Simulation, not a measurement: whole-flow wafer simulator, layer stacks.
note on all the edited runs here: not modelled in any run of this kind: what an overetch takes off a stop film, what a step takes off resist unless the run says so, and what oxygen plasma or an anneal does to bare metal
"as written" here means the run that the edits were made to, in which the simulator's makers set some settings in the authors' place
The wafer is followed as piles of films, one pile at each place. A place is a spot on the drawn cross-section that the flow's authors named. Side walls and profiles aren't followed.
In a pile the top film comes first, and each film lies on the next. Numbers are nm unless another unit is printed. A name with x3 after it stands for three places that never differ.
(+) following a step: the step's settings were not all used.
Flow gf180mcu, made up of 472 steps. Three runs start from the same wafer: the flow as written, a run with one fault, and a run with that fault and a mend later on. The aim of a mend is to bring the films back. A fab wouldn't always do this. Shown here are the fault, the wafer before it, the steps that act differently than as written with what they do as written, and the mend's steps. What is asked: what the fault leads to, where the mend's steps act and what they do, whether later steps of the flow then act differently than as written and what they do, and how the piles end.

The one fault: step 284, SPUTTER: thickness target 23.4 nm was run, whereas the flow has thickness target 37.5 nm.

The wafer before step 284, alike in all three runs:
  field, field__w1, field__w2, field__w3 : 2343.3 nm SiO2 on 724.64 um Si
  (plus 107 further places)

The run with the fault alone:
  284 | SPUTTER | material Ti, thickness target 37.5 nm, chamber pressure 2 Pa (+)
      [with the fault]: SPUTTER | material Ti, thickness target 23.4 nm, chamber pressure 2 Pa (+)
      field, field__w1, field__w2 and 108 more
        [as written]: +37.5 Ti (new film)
        [with the fault]: +23.4 Ti (new film)
  Steps later in the flow that act otherwise than as written:
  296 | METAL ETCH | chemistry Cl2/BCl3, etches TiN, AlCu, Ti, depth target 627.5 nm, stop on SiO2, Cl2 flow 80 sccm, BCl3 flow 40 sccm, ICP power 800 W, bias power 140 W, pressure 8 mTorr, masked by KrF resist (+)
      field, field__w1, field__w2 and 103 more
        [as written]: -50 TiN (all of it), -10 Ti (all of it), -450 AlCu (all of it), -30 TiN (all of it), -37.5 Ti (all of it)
        [with the fault]: -50 TiN (all of it), -10 Ti (all of it), -450 AlCu (all of it), -30 TiN (all of it), -23.4 Ti (all of it)
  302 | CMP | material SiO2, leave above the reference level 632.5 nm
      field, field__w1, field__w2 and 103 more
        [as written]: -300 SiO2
        [with the fault]: -314.1 SiO2
  By the end, the piles at field__w8, contact, m1, m1__w1, m1_nw depart from the flow's by more than 2% or 0.5 nm, whichever is larger.
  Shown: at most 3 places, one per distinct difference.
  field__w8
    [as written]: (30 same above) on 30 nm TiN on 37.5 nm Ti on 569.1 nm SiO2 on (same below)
    [with the fault]: (30 same above) on 30 nm TiN on 23.4 nm Ti on 569.1 nm SiO2 on (same below)
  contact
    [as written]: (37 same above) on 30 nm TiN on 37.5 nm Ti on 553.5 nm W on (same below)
    [with the fault]: (37 same above) on 30 nm TiN on 23.4 nm Ti on 553.5 nm W on (same below)

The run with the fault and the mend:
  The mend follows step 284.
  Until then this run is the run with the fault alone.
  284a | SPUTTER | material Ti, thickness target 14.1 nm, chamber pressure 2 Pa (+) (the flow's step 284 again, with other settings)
      field, field__w1, field__w2 and 108 more
        +14.1 Ti
  None of the later steps of the flow acts differently than as written at any place that is followed.
  By the end, the piles equal the flow's at every place that both follow.
